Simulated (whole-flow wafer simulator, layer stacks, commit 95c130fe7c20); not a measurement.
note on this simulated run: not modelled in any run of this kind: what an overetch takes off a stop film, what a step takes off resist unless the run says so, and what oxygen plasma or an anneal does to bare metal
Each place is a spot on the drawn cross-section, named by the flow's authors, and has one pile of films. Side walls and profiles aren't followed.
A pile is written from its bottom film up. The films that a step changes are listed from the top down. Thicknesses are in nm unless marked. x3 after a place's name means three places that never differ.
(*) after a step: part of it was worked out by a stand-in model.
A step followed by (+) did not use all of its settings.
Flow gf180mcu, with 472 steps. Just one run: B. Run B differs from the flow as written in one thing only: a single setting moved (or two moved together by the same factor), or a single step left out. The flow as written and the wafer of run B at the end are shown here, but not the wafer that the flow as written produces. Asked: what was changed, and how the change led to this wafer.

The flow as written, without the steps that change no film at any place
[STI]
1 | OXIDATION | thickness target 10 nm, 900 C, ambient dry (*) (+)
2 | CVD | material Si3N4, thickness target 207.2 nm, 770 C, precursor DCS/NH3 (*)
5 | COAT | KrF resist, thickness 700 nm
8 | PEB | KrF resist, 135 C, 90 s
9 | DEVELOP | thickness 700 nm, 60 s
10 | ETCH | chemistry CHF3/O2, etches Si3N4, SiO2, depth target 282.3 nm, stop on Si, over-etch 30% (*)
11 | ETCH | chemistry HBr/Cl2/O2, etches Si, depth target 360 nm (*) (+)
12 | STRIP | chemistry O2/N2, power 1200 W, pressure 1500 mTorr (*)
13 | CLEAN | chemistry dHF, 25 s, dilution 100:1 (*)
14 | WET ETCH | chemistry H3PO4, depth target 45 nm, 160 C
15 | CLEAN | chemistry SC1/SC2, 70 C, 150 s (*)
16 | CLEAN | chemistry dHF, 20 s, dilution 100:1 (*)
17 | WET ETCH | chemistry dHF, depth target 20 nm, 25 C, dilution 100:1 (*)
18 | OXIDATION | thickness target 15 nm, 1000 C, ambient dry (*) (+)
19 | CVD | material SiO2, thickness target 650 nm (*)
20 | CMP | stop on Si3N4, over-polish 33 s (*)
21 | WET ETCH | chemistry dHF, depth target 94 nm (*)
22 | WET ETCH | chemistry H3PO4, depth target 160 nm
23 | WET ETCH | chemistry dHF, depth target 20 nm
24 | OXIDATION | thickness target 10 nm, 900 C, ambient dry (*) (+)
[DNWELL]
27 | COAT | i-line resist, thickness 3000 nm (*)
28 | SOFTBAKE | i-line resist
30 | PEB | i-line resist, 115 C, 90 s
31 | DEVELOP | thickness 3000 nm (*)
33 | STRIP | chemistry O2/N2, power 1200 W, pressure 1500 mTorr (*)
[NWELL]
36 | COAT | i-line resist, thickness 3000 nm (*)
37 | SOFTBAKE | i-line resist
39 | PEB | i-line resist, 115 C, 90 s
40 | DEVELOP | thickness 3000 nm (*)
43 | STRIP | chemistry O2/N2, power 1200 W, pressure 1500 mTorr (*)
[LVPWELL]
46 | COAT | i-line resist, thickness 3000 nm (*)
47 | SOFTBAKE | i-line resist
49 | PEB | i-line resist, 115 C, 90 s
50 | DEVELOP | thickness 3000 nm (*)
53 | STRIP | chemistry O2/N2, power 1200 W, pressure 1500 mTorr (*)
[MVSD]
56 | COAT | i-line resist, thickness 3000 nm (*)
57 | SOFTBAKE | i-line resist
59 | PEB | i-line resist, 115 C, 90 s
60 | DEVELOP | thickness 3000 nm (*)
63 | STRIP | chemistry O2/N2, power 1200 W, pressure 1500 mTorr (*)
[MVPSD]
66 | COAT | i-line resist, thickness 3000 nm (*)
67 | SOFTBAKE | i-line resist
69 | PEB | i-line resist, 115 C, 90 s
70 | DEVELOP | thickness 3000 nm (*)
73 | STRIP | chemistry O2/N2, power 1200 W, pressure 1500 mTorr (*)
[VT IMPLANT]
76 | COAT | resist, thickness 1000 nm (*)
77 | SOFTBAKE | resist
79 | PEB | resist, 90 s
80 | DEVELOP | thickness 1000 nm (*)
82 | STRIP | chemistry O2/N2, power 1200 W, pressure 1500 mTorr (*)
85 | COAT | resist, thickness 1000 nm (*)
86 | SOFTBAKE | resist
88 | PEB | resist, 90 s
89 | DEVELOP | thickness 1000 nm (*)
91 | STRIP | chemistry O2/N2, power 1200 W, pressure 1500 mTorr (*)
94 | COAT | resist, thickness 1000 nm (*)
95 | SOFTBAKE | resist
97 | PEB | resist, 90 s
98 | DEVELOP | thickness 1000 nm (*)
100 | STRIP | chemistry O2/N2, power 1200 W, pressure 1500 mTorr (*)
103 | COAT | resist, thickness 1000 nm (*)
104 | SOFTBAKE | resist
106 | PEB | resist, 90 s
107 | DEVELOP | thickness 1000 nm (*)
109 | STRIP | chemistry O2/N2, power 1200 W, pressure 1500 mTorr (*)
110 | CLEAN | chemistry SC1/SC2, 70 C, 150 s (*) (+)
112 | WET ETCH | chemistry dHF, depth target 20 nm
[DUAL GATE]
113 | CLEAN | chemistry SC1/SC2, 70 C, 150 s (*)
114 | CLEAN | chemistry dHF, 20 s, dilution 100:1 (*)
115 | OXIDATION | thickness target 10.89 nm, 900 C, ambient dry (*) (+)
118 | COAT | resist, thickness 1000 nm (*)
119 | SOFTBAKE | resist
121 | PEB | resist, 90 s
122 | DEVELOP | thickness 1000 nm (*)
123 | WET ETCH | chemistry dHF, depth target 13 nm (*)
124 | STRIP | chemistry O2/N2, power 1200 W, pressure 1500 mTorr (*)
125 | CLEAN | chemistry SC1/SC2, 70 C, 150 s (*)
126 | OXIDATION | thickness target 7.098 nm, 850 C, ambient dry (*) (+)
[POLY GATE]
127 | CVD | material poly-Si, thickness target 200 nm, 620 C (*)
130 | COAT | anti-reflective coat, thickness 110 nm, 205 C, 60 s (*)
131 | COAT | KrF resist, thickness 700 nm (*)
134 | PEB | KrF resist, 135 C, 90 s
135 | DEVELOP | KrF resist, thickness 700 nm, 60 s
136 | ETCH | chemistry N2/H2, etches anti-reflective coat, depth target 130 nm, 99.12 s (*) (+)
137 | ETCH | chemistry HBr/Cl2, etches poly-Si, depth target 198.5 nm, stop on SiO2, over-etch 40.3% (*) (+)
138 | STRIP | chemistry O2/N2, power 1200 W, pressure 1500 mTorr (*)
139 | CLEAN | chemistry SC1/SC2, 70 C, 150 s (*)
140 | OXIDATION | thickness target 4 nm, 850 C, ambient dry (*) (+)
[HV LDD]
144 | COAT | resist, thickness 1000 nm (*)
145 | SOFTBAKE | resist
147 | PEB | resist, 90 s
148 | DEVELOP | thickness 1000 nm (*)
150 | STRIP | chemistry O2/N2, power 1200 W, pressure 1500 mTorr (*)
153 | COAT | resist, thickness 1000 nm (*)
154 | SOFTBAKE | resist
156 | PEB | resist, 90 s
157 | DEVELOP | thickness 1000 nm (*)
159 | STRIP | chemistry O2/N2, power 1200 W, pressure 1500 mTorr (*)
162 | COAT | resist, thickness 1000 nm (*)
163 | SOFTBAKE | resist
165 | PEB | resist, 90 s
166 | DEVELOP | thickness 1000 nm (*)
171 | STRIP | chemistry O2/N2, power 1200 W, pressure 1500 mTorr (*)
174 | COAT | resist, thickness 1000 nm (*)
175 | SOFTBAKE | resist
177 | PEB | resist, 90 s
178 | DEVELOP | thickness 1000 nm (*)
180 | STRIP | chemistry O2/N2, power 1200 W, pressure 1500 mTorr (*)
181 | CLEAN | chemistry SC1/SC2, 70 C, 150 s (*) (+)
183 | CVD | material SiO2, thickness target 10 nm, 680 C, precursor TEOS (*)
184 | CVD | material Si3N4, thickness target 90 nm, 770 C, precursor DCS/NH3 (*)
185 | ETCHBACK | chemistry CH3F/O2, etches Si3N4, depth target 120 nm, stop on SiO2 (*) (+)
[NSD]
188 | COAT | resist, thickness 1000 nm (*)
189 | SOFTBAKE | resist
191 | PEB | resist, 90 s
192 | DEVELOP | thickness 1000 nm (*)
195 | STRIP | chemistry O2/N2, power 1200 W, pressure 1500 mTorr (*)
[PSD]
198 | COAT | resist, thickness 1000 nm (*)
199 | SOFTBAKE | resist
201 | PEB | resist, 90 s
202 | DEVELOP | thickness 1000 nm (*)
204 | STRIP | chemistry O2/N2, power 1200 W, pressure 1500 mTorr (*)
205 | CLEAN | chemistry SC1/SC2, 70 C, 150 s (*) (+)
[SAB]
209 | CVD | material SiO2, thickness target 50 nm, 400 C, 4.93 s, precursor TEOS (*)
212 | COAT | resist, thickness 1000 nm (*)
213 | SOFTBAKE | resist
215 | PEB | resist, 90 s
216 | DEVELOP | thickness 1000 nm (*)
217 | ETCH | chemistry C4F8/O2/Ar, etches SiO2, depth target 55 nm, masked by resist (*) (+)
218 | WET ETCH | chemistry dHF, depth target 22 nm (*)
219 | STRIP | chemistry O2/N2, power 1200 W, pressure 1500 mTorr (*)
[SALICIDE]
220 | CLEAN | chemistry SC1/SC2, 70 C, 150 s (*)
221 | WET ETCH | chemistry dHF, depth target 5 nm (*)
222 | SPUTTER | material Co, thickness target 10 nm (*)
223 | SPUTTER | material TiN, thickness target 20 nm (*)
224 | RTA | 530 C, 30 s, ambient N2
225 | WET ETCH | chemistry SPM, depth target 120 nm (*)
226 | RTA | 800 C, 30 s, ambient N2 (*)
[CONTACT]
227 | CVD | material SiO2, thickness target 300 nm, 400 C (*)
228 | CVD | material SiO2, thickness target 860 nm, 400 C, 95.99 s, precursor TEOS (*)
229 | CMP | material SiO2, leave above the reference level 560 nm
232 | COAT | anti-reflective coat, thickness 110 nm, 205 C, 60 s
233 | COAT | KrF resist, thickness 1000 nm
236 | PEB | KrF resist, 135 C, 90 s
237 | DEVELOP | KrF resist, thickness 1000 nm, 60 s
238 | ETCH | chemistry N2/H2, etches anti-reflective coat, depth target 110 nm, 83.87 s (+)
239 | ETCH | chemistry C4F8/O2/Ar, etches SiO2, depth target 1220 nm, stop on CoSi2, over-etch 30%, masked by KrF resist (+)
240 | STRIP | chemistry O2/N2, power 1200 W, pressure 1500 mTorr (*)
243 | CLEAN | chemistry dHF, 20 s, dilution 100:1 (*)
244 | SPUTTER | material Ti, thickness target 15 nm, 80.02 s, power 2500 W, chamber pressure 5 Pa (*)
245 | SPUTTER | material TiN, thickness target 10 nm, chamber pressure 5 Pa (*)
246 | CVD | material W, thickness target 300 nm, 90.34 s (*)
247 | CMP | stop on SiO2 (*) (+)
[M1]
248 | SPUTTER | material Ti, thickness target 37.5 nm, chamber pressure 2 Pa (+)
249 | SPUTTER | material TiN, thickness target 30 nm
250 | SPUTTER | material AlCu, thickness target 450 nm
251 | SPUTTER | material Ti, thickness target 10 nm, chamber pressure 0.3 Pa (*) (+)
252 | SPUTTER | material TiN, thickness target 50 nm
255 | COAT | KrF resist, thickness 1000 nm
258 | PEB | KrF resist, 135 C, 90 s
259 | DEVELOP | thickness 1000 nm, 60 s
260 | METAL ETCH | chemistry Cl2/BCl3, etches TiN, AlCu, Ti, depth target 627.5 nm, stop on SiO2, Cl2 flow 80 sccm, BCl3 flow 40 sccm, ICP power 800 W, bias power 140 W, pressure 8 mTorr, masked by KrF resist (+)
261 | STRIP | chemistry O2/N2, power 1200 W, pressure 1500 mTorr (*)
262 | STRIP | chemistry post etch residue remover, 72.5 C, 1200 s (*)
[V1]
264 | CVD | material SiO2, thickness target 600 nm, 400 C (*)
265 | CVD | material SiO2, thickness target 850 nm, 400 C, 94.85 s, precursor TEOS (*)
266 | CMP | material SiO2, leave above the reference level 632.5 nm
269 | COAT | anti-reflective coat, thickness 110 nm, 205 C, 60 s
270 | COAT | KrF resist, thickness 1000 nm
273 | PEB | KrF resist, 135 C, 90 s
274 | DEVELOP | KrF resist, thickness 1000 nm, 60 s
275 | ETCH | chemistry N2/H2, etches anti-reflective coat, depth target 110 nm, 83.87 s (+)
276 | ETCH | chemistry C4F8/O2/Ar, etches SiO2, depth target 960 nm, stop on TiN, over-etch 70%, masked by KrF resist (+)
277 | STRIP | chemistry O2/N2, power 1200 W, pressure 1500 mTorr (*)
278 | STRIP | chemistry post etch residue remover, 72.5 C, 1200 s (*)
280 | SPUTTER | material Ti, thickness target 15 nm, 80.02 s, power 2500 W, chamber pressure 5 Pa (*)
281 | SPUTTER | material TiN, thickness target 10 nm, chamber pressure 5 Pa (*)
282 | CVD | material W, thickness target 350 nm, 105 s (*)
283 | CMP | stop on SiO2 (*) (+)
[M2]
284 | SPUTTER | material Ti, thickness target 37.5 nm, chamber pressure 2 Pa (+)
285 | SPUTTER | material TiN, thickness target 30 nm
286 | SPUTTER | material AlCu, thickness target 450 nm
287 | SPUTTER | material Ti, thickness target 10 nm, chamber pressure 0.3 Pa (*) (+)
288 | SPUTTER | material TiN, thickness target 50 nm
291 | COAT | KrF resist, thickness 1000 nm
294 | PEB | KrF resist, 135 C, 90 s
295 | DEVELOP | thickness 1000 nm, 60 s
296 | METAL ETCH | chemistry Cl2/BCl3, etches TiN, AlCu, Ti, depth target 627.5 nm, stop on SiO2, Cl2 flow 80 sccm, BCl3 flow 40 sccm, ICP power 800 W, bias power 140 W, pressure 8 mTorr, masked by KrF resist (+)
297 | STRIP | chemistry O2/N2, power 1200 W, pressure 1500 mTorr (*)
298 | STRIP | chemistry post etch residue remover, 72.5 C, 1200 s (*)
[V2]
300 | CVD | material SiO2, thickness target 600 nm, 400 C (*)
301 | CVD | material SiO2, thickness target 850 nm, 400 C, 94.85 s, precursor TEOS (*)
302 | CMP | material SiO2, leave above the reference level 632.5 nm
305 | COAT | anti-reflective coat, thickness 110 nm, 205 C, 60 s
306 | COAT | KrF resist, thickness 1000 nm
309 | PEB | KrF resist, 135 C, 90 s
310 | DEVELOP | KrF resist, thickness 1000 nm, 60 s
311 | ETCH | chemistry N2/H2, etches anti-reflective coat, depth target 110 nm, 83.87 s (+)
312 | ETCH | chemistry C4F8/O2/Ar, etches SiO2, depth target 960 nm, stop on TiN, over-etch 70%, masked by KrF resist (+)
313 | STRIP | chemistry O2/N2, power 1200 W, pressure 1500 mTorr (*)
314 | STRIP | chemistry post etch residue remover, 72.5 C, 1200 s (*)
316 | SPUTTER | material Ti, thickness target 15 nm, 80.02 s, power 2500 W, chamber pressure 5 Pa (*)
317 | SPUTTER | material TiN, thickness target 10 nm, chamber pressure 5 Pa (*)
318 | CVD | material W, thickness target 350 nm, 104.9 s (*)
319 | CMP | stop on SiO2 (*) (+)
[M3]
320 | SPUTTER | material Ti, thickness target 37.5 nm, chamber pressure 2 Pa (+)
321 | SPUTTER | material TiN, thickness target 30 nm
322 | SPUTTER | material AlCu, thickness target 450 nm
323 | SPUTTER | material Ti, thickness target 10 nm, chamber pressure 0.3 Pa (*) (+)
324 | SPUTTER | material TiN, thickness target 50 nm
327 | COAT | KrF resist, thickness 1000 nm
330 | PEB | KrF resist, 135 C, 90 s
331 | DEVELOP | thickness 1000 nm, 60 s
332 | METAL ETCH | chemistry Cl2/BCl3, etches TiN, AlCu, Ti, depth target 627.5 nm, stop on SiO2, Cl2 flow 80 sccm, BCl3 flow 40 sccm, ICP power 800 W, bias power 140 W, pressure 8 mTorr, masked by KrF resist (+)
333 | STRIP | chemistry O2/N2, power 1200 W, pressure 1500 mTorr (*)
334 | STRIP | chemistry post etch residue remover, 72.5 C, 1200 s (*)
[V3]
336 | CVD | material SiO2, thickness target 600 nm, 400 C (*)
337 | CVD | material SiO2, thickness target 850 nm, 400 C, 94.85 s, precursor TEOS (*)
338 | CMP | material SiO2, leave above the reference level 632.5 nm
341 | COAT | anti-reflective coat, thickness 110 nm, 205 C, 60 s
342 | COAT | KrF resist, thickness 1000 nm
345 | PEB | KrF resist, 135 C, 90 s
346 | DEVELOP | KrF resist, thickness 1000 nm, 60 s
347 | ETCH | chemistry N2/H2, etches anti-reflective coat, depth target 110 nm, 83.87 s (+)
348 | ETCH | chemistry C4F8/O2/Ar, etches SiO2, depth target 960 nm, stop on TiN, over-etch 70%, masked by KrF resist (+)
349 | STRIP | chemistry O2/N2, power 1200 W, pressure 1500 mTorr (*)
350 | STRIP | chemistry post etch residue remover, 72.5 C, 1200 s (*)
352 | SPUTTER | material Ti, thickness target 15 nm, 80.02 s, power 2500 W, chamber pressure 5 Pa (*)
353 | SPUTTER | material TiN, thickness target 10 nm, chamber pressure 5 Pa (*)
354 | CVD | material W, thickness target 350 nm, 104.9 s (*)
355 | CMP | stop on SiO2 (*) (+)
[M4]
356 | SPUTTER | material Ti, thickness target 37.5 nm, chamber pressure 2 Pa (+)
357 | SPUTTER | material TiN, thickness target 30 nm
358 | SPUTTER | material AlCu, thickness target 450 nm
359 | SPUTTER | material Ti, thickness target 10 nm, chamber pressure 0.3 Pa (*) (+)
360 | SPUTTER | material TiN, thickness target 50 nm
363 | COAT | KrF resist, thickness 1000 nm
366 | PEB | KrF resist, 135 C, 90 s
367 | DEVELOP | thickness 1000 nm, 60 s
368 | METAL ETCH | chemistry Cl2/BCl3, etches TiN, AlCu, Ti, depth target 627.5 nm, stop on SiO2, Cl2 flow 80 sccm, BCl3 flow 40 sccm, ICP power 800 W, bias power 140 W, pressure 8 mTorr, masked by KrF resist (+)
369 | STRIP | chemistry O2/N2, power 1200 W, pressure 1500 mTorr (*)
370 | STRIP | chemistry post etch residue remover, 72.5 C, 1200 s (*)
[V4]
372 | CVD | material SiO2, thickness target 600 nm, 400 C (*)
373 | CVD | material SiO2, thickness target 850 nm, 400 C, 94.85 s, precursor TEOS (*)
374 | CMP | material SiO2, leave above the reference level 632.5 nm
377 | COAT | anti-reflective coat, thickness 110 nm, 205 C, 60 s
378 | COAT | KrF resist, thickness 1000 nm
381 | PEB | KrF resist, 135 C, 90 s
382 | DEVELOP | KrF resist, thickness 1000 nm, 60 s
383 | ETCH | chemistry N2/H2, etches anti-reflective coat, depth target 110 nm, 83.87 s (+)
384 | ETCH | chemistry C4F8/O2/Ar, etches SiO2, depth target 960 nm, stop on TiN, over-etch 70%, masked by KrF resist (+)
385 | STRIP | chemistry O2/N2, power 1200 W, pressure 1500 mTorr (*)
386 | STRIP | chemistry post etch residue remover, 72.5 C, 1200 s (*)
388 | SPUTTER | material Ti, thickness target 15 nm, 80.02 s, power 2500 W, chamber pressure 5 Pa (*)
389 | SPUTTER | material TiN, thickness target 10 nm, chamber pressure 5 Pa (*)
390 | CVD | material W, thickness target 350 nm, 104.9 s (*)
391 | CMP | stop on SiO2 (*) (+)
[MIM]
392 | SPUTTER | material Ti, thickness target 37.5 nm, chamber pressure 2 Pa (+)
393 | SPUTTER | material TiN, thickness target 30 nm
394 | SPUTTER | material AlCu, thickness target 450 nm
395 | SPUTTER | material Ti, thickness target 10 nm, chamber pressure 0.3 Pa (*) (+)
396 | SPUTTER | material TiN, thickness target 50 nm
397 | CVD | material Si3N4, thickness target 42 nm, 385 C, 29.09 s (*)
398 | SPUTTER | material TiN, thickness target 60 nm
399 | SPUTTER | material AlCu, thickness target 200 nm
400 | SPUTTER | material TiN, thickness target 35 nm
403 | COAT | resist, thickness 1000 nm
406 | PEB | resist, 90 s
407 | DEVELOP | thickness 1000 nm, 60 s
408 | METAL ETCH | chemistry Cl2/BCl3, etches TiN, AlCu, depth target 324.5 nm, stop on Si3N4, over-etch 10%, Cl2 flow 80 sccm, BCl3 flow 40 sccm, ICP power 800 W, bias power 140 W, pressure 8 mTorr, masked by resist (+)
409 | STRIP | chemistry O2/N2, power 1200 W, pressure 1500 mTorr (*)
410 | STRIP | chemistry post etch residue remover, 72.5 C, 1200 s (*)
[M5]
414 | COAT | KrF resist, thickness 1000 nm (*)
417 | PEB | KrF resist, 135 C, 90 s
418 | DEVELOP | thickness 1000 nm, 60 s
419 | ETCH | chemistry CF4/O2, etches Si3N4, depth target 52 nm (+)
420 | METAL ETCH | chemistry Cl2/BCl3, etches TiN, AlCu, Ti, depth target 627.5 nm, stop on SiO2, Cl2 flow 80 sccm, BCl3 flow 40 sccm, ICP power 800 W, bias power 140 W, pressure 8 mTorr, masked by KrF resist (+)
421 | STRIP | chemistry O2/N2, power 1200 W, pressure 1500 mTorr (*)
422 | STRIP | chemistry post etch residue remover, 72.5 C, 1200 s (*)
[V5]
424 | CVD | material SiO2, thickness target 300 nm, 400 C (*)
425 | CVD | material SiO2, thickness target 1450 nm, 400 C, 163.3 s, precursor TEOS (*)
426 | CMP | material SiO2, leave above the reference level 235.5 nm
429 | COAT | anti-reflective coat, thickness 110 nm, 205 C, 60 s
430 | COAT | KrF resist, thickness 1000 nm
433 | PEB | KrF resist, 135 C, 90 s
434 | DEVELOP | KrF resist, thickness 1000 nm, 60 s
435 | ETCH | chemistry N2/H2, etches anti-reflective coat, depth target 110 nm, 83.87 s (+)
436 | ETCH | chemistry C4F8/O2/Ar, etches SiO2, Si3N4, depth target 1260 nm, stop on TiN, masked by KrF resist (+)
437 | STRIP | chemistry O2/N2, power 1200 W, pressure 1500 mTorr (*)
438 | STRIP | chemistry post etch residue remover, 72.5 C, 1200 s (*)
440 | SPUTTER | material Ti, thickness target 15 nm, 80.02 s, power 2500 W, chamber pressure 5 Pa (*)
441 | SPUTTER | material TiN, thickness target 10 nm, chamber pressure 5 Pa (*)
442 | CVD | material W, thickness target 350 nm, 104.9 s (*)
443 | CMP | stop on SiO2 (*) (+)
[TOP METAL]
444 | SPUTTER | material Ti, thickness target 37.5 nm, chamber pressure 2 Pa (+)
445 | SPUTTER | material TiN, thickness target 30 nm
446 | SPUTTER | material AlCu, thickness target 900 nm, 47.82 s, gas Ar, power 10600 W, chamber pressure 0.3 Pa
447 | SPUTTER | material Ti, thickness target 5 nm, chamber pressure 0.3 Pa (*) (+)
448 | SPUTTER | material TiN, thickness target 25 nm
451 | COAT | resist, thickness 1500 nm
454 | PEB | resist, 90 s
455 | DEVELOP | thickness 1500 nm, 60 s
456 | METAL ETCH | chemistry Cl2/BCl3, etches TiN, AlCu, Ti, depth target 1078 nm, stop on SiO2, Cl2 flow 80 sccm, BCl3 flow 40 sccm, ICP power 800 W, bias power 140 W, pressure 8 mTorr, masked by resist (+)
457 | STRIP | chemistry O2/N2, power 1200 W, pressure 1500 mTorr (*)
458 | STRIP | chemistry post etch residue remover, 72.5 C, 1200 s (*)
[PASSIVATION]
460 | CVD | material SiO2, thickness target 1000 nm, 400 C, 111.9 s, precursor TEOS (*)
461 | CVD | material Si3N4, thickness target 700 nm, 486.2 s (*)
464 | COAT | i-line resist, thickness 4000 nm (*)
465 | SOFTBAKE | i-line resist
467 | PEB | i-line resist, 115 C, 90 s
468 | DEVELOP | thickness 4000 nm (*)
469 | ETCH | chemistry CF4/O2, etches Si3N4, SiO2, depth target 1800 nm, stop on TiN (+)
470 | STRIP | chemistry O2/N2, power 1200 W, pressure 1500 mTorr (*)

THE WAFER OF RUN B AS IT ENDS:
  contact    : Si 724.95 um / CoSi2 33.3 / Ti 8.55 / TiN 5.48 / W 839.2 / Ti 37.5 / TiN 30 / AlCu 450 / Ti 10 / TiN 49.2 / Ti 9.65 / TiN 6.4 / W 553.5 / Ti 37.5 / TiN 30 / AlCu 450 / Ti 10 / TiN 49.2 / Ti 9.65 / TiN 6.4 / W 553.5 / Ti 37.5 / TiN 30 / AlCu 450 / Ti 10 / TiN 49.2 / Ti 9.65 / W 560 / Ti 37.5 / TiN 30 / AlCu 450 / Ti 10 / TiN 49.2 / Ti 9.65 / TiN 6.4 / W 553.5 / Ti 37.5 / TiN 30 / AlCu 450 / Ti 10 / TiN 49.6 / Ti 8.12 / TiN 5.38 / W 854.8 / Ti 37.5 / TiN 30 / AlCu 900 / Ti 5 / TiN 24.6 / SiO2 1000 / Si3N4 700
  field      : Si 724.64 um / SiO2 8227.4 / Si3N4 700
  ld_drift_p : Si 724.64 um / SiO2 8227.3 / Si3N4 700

What caused this: step 353, SPUTTER: material TiN, thickness target 10 nm, chamber pressure 5 Pa (*), was not run.

Step by step, how the change led to this:
  355 | CMP | stop on SiO2 (*) (+)
      field, field__w1, field__w2 and 107 more: -350 W (all of it), -15 Ti (all of it), -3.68 SiO2 (in the flow as written it would be: -350 W (all of it), -10 TiN (all of it), -15 Ti (all of it), -3.78 SiO2)
      contact: -368.7 W (in the flow as written it would be: -378.8 W)
